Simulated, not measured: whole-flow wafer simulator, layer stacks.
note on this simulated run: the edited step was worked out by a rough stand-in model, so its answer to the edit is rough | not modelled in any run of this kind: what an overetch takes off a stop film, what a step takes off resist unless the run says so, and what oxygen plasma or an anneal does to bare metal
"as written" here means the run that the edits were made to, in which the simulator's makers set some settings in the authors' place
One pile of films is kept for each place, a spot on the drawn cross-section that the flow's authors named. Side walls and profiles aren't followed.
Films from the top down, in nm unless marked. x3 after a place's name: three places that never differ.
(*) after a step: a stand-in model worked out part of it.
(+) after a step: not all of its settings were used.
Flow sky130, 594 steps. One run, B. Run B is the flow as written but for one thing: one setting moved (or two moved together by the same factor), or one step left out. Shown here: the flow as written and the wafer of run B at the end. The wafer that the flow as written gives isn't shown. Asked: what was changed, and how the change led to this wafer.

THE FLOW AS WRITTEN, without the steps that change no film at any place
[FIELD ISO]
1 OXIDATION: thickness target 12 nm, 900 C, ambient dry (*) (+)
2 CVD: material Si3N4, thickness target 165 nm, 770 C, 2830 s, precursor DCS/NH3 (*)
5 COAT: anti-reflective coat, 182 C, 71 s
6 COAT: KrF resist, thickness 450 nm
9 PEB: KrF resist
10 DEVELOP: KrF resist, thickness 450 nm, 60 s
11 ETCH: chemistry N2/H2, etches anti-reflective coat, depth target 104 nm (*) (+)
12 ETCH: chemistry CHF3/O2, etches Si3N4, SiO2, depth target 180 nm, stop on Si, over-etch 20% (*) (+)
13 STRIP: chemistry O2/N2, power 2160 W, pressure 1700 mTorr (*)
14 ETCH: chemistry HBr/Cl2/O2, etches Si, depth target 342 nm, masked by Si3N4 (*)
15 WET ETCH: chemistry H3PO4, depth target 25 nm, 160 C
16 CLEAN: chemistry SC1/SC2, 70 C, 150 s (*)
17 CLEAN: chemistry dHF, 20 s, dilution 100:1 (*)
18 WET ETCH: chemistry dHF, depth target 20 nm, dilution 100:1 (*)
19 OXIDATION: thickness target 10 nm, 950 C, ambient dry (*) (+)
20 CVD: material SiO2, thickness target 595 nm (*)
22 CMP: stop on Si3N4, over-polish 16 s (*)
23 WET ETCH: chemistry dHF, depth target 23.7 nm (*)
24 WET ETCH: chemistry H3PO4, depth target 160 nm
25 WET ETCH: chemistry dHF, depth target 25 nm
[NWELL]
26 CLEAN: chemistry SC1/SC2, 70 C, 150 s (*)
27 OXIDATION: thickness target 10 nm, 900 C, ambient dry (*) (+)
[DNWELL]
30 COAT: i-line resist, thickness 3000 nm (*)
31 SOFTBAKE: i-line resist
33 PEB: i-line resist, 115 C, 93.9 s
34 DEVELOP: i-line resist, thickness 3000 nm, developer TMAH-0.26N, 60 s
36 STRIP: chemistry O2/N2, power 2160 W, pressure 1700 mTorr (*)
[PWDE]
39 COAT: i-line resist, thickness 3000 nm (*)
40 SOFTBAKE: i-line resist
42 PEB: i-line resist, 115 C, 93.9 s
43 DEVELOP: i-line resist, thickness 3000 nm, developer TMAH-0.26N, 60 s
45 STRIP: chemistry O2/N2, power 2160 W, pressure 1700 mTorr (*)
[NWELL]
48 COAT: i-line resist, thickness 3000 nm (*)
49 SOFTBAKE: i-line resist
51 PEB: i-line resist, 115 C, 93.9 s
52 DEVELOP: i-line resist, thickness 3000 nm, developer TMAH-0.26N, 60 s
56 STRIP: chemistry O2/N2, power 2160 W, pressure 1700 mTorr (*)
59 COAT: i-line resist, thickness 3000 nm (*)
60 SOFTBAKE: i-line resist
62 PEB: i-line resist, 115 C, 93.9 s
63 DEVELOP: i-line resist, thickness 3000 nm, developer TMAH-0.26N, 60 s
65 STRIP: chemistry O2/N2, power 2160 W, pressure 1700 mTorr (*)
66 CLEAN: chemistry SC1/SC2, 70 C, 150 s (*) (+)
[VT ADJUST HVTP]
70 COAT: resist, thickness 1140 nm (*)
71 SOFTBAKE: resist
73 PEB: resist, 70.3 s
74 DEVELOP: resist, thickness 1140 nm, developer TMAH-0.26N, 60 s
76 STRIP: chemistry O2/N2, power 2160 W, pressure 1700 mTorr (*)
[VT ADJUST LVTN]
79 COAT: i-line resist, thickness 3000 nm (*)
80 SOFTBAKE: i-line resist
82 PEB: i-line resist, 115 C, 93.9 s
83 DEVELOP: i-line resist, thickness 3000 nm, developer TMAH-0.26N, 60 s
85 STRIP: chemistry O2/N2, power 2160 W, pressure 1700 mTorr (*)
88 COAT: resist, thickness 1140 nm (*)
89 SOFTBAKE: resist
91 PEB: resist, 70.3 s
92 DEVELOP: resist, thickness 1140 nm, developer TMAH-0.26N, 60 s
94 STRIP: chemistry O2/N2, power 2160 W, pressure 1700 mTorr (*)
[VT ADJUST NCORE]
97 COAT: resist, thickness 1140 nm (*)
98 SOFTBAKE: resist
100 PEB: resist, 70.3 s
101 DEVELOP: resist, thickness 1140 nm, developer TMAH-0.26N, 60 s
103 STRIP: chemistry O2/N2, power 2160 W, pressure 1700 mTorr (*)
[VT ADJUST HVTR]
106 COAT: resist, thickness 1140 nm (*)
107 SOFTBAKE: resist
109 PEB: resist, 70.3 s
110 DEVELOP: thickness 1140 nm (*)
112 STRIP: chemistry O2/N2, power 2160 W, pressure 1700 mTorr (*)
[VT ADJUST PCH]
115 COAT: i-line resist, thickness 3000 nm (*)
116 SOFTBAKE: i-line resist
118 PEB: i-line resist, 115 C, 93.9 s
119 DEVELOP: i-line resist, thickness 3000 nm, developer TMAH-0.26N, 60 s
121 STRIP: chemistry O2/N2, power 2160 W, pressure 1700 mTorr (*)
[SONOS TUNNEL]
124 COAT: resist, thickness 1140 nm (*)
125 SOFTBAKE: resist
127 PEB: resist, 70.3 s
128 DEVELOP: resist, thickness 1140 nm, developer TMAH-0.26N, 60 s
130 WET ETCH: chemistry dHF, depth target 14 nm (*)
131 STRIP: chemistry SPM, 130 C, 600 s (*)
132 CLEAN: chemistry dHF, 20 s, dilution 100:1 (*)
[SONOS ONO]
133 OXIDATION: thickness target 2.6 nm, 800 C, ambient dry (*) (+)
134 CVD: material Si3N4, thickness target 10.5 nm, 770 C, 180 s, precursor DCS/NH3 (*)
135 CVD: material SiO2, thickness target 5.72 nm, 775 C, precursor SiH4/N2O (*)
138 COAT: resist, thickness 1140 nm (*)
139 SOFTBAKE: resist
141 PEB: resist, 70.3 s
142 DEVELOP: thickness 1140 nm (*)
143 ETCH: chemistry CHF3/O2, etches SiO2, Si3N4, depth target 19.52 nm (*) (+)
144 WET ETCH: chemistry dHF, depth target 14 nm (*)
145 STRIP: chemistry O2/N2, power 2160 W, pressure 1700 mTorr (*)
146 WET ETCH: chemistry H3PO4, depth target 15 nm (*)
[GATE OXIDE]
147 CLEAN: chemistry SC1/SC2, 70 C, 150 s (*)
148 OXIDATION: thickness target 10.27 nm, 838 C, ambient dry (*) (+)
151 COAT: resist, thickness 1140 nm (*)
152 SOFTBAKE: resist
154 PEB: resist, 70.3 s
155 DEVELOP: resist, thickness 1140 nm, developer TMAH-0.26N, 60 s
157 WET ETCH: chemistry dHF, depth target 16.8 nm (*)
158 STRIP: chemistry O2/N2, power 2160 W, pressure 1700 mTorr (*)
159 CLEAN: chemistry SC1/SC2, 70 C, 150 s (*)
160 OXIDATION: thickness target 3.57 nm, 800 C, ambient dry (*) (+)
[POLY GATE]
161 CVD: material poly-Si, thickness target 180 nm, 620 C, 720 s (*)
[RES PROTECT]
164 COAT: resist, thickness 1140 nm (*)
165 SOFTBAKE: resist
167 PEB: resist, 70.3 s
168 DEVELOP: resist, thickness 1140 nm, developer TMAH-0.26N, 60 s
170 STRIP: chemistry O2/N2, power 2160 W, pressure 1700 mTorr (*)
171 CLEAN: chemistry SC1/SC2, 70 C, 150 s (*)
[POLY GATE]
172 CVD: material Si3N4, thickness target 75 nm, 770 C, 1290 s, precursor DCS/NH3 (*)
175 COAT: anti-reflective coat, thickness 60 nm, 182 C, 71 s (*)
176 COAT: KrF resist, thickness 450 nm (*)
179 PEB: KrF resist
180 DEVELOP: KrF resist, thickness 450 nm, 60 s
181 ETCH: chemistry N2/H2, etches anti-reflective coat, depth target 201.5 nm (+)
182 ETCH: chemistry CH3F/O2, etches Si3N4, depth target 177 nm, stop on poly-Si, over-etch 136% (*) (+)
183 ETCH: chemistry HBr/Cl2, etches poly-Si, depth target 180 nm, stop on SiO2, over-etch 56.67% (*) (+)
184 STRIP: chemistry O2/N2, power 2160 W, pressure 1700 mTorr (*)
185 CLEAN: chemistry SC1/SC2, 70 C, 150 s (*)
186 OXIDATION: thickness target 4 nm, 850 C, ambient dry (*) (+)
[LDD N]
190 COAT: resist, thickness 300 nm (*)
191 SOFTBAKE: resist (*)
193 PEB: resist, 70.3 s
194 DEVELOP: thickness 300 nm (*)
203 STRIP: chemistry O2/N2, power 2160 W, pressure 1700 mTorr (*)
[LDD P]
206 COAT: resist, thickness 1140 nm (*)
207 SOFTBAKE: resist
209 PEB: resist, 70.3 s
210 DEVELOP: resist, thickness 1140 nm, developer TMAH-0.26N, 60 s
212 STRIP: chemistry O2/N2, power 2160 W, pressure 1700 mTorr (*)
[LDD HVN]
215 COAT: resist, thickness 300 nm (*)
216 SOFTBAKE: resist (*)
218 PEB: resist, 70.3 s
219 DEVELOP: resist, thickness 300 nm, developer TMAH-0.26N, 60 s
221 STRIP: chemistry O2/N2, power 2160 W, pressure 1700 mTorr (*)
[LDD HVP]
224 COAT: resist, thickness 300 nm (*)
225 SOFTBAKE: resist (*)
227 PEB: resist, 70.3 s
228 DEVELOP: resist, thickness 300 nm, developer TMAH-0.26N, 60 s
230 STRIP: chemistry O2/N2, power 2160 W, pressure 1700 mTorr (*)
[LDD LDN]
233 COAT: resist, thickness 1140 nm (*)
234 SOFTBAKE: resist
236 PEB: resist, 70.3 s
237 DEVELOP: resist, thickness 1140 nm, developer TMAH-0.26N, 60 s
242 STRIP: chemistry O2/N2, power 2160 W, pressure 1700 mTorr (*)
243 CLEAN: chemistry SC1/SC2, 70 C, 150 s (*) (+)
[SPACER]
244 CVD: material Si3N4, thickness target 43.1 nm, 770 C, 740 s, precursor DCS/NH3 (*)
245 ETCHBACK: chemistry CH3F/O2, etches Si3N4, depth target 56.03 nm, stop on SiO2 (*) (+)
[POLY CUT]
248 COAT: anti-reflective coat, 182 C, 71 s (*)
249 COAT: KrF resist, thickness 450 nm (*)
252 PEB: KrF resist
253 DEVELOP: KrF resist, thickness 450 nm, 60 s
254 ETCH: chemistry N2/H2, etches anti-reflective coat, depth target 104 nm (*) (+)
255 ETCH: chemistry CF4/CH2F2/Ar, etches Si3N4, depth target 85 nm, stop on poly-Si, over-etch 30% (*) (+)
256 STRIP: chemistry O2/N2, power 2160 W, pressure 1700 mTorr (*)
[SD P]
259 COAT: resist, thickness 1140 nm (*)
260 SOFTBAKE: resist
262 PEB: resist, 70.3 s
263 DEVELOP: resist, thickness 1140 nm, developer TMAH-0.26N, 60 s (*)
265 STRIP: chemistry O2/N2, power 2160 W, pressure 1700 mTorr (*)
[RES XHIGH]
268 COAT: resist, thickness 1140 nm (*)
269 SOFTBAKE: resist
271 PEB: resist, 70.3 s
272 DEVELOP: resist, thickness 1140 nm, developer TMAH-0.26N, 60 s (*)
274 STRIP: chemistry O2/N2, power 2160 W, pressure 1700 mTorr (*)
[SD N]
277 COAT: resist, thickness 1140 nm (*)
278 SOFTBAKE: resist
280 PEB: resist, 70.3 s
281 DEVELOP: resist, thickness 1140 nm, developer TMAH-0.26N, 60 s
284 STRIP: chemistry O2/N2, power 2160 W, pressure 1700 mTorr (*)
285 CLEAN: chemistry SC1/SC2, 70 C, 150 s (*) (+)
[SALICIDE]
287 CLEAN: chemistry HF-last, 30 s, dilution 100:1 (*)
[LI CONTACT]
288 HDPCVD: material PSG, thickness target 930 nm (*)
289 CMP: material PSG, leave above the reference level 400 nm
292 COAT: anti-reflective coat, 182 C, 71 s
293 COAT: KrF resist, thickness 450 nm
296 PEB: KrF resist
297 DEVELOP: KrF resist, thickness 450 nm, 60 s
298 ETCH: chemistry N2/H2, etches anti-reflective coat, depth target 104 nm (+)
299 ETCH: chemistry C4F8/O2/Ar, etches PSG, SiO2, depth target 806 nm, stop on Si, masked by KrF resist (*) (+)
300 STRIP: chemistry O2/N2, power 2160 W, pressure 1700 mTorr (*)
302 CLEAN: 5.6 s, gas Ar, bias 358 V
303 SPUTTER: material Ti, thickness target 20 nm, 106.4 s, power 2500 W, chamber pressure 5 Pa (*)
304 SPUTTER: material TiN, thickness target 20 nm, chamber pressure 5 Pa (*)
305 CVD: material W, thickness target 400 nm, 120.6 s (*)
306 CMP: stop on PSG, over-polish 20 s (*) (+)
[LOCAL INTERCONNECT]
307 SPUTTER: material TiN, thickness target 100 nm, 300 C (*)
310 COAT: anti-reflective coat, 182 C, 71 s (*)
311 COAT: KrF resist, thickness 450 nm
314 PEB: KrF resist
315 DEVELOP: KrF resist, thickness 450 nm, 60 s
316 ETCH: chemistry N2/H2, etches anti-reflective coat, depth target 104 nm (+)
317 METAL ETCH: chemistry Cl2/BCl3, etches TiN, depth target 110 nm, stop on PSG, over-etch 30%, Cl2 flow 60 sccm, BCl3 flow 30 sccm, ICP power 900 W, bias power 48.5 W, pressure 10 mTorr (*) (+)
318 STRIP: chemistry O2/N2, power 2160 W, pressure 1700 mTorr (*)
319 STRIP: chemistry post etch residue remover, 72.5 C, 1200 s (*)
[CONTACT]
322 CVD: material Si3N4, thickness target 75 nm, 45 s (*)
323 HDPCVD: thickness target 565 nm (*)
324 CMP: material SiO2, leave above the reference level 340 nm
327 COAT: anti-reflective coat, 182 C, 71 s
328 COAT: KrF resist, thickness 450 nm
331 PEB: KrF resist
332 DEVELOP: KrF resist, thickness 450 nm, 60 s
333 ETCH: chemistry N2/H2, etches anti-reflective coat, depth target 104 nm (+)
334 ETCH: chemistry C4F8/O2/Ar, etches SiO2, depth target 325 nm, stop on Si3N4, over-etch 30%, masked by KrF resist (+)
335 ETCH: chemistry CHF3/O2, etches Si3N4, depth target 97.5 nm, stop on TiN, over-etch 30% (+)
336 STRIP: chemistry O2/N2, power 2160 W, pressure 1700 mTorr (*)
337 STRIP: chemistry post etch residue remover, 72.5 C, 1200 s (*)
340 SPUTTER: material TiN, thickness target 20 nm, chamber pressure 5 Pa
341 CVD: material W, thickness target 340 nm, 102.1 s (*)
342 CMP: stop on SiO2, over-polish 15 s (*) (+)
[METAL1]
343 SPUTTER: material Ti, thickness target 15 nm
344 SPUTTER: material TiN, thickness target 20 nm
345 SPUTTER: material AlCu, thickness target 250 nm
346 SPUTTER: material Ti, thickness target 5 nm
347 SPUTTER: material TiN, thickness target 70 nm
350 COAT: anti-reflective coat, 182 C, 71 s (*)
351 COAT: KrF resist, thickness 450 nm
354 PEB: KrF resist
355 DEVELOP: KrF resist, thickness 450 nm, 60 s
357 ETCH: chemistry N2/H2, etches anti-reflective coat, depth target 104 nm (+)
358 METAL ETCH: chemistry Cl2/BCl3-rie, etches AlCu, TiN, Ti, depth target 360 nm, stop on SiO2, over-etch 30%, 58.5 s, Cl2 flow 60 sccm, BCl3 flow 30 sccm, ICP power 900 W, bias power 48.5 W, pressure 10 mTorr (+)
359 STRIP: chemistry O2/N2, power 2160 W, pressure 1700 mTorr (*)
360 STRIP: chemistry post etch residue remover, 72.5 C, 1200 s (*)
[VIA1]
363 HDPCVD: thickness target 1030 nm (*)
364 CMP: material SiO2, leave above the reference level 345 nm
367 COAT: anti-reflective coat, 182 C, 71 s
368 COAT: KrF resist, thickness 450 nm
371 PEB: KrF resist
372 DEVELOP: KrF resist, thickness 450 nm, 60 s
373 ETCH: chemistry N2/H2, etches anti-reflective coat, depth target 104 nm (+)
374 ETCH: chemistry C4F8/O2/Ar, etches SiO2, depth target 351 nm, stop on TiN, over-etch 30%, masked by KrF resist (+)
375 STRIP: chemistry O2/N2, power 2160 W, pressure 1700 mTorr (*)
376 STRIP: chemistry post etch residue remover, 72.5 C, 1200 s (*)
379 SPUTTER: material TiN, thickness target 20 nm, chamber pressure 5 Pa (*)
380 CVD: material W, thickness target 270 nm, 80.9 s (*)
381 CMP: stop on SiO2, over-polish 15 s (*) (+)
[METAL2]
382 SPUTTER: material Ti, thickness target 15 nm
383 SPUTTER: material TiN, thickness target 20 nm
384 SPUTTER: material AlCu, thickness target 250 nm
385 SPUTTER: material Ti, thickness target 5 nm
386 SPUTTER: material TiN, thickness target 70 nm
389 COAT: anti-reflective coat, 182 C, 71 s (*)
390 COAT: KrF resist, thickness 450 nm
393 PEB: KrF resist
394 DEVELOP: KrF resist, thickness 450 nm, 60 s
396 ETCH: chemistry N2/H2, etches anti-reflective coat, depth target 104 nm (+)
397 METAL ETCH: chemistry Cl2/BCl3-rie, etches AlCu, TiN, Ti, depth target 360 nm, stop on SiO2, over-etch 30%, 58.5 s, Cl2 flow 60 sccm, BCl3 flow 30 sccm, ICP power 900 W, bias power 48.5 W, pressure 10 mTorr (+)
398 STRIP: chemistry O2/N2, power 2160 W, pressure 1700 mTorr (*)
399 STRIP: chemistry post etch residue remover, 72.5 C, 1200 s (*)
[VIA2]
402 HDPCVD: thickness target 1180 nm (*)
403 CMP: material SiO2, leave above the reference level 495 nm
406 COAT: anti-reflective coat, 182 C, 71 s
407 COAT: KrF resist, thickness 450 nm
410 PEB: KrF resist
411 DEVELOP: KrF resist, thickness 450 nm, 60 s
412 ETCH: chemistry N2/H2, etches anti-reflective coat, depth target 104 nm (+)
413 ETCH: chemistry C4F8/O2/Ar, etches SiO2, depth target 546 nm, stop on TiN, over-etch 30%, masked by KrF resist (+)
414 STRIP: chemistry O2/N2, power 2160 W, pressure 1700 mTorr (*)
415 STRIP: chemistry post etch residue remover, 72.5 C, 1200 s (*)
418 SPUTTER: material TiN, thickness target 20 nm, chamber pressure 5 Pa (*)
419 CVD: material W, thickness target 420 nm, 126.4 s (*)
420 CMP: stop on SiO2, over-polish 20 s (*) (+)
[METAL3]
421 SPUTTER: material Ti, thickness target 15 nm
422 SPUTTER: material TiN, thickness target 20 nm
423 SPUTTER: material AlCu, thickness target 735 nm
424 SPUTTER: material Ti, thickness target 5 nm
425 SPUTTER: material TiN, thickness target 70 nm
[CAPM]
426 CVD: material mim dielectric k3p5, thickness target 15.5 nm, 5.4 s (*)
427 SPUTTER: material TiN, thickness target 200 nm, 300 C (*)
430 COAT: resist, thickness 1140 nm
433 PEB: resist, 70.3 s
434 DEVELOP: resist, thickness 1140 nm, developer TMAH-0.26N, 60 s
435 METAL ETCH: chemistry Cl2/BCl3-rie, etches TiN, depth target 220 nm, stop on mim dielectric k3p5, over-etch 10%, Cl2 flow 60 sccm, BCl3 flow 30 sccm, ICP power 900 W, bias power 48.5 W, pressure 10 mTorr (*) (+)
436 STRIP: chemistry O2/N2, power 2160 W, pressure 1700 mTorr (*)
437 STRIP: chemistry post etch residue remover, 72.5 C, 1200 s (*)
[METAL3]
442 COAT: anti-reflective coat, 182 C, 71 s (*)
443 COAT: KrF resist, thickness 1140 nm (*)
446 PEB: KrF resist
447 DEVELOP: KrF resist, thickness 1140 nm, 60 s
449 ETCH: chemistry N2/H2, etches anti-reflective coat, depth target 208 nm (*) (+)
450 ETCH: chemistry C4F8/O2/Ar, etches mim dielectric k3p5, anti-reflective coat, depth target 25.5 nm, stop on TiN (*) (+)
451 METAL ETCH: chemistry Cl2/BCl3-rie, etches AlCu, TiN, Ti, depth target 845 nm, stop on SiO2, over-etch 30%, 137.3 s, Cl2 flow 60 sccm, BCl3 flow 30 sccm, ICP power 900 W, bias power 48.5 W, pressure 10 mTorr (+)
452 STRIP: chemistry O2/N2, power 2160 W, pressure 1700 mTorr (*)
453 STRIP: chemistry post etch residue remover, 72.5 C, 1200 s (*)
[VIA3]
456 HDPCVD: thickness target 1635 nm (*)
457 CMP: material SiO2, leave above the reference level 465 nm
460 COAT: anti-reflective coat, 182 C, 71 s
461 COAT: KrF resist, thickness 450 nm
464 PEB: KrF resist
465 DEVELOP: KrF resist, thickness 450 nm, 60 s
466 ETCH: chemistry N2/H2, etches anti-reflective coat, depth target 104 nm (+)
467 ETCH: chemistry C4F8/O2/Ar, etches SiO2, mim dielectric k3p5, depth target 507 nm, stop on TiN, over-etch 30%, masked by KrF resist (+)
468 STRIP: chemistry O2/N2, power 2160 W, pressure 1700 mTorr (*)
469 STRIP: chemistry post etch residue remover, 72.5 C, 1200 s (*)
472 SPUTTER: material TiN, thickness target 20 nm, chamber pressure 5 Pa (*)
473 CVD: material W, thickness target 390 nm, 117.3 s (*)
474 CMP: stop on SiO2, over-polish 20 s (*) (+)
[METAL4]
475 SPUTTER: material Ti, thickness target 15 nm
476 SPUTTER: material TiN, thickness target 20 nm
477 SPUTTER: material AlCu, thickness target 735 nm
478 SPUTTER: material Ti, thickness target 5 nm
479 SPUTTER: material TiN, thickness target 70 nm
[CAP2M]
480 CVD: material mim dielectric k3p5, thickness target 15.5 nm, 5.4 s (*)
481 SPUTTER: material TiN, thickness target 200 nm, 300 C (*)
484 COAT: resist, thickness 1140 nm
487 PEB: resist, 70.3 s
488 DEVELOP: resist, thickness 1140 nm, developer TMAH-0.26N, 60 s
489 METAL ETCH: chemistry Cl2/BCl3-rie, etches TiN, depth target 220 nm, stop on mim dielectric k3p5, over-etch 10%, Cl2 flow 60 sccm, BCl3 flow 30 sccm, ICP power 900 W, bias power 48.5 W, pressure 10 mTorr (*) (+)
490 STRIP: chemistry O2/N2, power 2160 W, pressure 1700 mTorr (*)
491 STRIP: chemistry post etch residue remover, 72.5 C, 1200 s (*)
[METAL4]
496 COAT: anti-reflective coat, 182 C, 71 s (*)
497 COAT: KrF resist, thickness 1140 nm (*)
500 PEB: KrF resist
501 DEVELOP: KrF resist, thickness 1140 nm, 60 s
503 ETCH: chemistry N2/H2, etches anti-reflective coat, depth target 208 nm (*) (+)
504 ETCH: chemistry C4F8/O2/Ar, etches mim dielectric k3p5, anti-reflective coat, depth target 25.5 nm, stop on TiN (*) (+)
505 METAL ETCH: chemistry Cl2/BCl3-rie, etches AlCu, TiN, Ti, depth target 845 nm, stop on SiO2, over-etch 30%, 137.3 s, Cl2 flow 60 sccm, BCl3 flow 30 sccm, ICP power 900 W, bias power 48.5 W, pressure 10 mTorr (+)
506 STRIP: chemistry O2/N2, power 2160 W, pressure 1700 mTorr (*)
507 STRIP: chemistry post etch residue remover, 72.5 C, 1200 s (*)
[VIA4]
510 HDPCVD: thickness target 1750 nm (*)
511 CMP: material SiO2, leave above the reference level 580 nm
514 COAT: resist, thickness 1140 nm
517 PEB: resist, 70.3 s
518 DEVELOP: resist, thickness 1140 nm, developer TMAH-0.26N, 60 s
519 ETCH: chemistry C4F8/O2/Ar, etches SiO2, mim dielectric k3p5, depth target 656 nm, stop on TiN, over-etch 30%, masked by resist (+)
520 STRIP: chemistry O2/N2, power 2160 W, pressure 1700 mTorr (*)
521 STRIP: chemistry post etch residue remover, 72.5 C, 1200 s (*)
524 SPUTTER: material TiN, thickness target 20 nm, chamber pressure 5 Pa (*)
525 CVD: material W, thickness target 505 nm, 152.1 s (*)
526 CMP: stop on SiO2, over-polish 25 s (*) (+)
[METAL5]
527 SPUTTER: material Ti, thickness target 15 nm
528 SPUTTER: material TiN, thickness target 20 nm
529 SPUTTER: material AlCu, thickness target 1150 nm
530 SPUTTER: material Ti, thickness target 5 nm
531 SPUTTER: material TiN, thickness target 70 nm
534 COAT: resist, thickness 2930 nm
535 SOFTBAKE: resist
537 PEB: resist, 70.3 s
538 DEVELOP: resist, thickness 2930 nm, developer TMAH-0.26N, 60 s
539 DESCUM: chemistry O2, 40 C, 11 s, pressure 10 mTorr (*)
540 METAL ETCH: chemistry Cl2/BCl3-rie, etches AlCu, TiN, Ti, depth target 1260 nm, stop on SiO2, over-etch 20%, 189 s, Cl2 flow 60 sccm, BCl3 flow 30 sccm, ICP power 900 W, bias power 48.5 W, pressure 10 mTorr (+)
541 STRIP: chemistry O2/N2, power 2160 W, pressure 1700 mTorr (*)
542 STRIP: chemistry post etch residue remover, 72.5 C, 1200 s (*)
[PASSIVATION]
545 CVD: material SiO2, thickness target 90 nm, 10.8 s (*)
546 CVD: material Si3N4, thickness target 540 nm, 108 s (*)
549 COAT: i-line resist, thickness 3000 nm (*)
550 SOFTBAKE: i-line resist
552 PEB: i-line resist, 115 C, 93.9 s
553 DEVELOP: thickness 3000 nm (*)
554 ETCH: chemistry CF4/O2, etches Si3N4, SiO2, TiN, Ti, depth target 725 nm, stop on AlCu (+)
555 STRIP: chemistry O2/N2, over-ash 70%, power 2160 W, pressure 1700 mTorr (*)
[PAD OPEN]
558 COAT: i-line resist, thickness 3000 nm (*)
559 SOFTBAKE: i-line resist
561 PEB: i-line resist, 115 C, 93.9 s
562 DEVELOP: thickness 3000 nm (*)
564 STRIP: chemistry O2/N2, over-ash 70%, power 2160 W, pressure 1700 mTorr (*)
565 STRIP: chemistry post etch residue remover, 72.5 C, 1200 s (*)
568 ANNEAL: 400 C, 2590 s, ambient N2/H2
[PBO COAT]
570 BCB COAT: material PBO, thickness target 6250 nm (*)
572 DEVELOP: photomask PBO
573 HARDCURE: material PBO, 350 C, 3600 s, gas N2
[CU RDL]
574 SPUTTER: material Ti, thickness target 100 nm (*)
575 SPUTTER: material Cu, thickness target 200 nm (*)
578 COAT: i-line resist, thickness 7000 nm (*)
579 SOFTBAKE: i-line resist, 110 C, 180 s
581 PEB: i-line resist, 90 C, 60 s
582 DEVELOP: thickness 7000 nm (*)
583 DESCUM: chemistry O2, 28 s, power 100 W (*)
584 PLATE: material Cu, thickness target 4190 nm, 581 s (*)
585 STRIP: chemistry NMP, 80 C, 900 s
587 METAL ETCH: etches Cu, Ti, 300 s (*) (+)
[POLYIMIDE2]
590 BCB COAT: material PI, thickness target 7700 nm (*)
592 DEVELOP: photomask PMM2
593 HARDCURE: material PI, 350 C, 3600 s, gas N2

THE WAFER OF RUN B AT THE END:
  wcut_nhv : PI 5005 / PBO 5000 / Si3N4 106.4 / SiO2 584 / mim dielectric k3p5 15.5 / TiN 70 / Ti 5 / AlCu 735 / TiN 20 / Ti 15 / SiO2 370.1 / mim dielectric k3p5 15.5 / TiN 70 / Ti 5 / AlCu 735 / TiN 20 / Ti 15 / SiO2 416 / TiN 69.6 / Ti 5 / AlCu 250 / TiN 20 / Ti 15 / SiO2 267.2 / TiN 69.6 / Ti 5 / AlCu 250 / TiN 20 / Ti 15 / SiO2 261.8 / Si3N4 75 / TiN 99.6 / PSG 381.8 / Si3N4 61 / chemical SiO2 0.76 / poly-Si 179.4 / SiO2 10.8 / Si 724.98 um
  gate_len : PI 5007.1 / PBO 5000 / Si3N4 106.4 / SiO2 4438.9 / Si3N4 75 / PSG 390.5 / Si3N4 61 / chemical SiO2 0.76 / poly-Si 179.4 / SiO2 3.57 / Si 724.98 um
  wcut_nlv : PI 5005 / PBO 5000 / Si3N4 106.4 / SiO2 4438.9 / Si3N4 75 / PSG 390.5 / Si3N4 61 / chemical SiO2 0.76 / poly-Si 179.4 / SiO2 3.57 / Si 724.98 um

The cause: step 546, CVD: thickness target 362 nm was run, where the flow has thickness target 540 nm; step 546, CVD: 72.4 s was run, where the flow has 108 s.

How the change led to this, step by step:
  546 CVD: material Si3N4, thickness target 540 nm, 108 s (*)
      field, active, n_well and 190 more: Si3N4 +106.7 (new film) (as written it would be: Si3N4 +159.1 (new film))
  550 SOFTBAKE: i-line resist
      gate_p_lvt, iso_guard_hv_nw: i-line resist +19 (as written it would be: i-line resist +20.6)
      active: i-line resist +10.9 (as written it would be: i-line resist +12)
      (and at 56 more places)
  554 ETCH: chemistry CF4/O2, etches Si3N4, SiO2, TiN, Ti, depth target 725 nm, stop on AlCu (+)
      field, active, n_well and 189 more: i-line resist -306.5 (as written it would be: i-line resist -358.9)
      pad: Si3N4 -106.7 (all of it), SiO2 -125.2 (all of it), TiN -69.6 (all of it), Ti -5 (all of it) (as written it would be: Si3N4 -159.1 (all of it), SiO2 -125.2 (all of it), TiN -69.6 (all of it), Ti -5 (all of it))
  555 STRIP: chemistry O2/N2, over-ash 70%, power 2160 W, pressure 1700 mTorr (*)
      n_well, p_well, sd_n, sd_p: i-line resist -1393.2 (all of it) (as written it would be: i-line resist -1340.8 (all of it))
      m1: i-line resist -1414.3 (all of it) (as written it would be: i-line resist -1364.1 (all of it))
      (and at 8 more places)
  558 COAT: i-line resist, thickness 3000 nm (*)
      pad: i-line resist +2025 (new film) (as written it would be: i-line resist +2077.7 (new film))
  559 SOFTBAKE: i-line resist
      gate_p_lvt, iso_guard_hv_nw: i-line resist +19 (as written it would be: i-line resist +20.6)
      field: i-line resist +11.3 (as written it would be: i-line resist +12.5)
      (and at 63 more places)
  561 PEB: i-line resist, 115 C, 93.9 s
      pad: i-line resist -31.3 (as written it would be: i-line resist -32.2)
  562 DEVELOP: thickness 3000 nm (*)
      pad: i-line resist -1993.7 (all of it) (as written it would be: i-line resist -2045.5 (all of it))
  578 COAT: i-line resist, thickness 7000 nm (*)
      pad: i-line resist +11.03 um (new film) (as written it would be: i-line resist +11.08 um (new film))
  579 SOFTBAKE: i-line resist, 110 C, 180 s
      rpo_hd_licon, mim2: i-line resist -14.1 (as written it would be: i-line resist -14.9)
      mim: i-line resist -16 (as written it would be: i-line resist -16.8)
      (and at 27 more places)
  582 DEVELOP: thickness 7000 nm (*)
      pad: i-line resist -11.03 um (all of it) (as written it would be: i-line resist -11.08 um (all of it))
